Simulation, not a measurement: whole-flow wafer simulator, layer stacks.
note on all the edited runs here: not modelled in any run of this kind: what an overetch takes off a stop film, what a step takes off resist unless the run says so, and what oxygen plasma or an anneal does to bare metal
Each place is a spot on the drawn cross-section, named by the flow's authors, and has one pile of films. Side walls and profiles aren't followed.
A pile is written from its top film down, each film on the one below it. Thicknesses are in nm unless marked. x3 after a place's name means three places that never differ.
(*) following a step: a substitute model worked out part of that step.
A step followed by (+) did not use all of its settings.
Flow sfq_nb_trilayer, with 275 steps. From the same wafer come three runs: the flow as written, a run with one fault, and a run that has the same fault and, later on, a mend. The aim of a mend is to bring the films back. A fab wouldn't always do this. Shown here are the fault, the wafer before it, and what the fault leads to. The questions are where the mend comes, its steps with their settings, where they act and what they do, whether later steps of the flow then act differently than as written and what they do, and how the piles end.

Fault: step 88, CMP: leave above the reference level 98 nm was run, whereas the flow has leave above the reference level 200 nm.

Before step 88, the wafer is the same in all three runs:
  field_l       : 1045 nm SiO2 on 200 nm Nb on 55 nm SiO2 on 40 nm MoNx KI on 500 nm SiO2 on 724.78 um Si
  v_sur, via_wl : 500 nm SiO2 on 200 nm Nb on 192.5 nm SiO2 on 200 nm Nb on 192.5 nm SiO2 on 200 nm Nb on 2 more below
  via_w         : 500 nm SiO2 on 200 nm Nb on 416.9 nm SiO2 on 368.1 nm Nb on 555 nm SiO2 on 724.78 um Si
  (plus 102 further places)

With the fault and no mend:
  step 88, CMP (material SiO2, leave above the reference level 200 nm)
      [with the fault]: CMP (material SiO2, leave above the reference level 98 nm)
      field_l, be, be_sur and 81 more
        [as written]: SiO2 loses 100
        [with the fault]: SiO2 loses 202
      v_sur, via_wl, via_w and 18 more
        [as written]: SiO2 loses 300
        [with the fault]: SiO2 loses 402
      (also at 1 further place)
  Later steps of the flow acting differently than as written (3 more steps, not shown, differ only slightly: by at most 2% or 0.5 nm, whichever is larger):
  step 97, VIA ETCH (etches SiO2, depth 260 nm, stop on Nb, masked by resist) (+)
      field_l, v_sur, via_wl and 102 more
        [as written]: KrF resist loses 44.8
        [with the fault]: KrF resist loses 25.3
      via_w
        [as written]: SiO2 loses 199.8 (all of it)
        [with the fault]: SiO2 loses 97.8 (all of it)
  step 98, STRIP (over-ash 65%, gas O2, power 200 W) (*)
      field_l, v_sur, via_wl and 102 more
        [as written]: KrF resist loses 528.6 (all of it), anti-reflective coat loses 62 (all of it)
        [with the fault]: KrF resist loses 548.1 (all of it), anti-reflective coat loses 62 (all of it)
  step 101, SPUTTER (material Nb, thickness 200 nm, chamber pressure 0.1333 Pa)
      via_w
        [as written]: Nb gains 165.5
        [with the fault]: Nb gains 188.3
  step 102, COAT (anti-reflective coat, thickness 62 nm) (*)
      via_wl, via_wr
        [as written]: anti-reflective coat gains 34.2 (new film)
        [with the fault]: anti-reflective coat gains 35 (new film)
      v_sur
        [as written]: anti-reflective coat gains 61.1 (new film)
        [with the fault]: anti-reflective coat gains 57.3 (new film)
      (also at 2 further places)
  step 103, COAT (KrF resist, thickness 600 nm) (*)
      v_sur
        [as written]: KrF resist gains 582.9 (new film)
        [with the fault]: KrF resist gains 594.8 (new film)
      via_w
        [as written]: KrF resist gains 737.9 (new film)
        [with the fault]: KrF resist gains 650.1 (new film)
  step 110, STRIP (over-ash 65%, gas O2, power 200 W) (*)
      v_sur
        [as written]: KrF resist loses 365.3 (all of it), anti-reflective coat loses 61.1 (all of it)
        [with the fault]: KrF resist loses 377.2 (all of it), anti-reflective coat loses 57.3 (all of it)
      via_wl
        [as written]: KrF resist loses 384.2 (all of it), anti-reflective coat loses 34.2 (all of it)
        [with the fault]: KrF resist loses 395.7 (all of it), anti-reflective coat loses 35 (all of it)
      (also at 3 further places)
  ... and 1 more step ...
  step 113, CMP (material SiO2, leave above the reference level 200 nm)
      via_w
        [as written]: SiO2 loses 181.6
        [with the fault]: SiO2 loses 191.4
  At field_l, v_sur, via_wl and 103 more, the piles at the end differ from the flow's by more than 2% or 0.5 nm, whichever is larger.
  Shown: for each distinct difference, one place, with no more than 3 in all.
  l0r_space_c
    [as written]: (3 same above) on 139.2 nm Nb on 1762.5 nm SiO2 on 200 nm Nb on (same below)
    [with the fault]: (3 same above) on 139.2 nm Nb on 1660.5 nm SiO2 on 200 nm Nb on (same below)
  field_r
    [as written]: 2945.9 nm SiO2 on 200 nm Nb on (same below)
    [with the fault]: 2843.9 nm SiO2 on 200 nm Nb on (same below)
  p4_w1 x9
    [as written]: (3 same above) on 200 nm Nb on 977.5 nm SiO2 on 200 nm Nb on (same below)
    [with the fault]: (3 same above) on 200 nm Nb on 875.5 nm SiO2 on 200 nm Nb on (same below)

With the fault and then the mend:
  After step 95 comes the mend.
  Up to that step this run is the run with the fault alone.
  step 95a, STRIP (over-ash 65%, gas O2, power 200 W) (*)
      field_l, v_sur, via_wl and 102 more
        KrF resist loses 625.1 (all of it), anti-reflective coat loses 62 (all of it)
      via_w
        anti-reflective coat loses 62 (all of it)
  step 95b, PECVD (material SiO2, thickness 102 nm, 150 C, 22.67 s, RF power 183.3 W, pressure 2.4 Torr, precursor SiH4/N2O) (a further turn of the flow's step 87, with different settings)
      field_l, v_sur, via_wl and 103 more
        SiO2 gains 102
  step 95c, COAT (anti-reflective coat, thickness 62 nm) (a further turn of the flow's step 90)
      field_l, v_sur, via_wl and 103 more
        anti-reflective coat gains 62 (new film)
  step 95d, COAT (KrF resist, thickness 650 nm) (a further turn of the flow's step 91)
      field_l, v_sur, via_wl and 103 more
        KrF resist gains 650 (new film)
  step 95e, SOFTBAKE (KrF resist) (a further turn of the flow's step 92)
      leaves every film unchanged at each place that is followed
  step 95f, EXPOSE (photomask I2, dose 11.91 mJ/cm2, NA 0.6, wavelength 248 nm) (*) (a further turn of the flow's step 93)
      leaves every film unchanged at each place that is followed
  step 95g, PEB (KrF resist, 90 s) (a further turn of the flow's step 94)
      field_l, v_sur, via_wl and 103 more
        KrF resist loses 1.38
  step 95h, DEVELOP (KrF resist, thickness 650 nm, 60 s) (a further turn of the flow's step 95)
      field_l, v_sur, via_wl and 102 more
        KrF resist loses 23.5
      via_w
        KrF resist loses 648.6 (all of it)
  Later steps of the flow that are run all act as written at every place that is followed.
  The piles end the same as the flow's at every place that both follow.
